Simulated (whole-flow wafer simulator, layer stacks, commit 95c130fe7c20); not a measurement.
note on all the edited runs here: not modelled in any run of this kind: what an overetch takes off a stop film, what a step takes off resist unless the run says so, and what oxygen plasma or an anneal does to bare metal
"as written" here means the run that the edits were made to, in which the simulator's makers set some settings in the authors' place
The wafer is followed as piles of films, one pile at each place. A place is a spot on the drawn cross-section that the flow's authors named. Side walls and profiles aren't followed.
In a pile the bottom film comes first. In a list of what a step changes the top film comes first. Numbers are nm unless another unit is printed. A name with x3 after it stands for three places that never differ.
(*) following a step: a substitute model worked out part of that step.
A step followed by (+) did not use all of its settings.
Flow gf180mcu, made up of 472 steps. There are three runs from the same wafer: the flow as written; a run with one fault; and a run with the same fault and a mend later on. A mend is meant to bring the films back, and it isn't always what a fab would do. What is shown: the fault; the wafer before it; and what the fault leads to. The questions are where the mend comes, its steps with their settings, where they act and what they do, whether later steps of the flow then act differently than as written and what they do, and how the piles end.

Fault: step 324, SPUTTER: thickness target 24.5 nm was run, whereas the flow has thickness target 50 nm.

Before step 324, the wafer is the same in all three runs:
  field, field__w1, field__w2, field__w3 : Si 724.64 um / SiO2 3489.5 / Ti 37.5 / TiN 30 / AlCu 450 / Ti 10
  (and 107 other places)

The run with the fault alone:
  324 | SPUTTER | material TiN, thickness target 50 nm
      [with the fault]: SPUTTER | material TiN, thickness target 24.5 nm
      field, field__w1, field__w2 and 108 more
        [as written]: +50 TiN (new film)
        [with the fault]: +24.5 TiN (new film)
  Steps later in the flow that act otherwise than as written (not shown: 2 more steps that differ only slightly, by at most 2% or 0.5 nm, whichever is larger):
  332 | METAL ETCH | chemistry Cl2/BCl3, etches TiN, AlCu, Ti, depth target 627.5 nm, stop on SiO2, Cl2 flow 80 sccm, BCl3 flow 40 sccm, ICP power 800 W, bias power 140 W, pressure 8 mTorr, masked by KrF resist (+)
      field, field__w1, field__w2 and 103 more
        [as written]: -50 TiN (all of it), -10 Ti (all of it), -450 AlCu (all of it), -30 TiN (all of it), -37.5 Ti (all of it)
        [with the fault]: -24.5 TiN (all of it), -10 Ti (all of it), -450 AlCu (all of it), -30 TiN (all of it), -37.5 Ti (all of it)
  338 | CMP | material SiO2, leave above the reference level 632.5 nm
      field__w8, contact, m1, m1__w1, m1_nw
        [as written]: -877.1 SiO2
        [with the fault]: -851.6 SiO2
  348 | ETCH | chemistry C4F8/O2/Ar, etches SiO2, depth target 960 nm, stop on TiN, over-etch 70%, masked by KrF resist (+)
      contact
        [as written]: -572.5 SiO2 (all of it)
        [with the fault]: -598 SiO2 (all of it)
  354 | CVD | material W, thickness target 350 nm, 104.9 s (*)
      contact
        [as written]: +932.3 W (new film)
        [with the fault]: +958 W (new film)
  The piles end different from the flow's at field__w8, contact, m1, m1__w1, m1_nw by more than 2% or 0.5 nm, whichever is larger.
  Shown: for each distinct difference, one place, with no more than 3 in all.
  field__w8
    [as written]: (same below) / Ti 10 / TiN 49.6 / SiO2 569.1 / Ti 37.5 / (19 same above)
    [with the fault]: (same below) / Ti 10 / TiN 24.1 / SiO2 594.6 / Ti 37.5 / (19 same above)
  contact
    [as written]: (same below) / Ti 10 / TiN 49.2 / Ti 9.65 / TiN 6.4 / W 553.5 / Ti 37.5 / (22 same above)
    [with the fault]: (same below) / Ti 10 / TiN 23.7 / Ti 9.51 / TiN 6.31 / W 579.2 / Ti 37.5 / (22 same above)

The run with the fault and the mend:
  The mend stands after step 324.
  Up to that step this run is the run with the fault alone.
  324a | SPUTTER | material TiN, thickness target 25.5 nm (the flow's step 324, run once more with other settings)
      field, field__w1, field__w2 and 108 more
        +25.5 TiN
  Later steps of the flow that are run all act as written at every place that is followed.
  At every place that both follow, the piles at the end match the flow's.
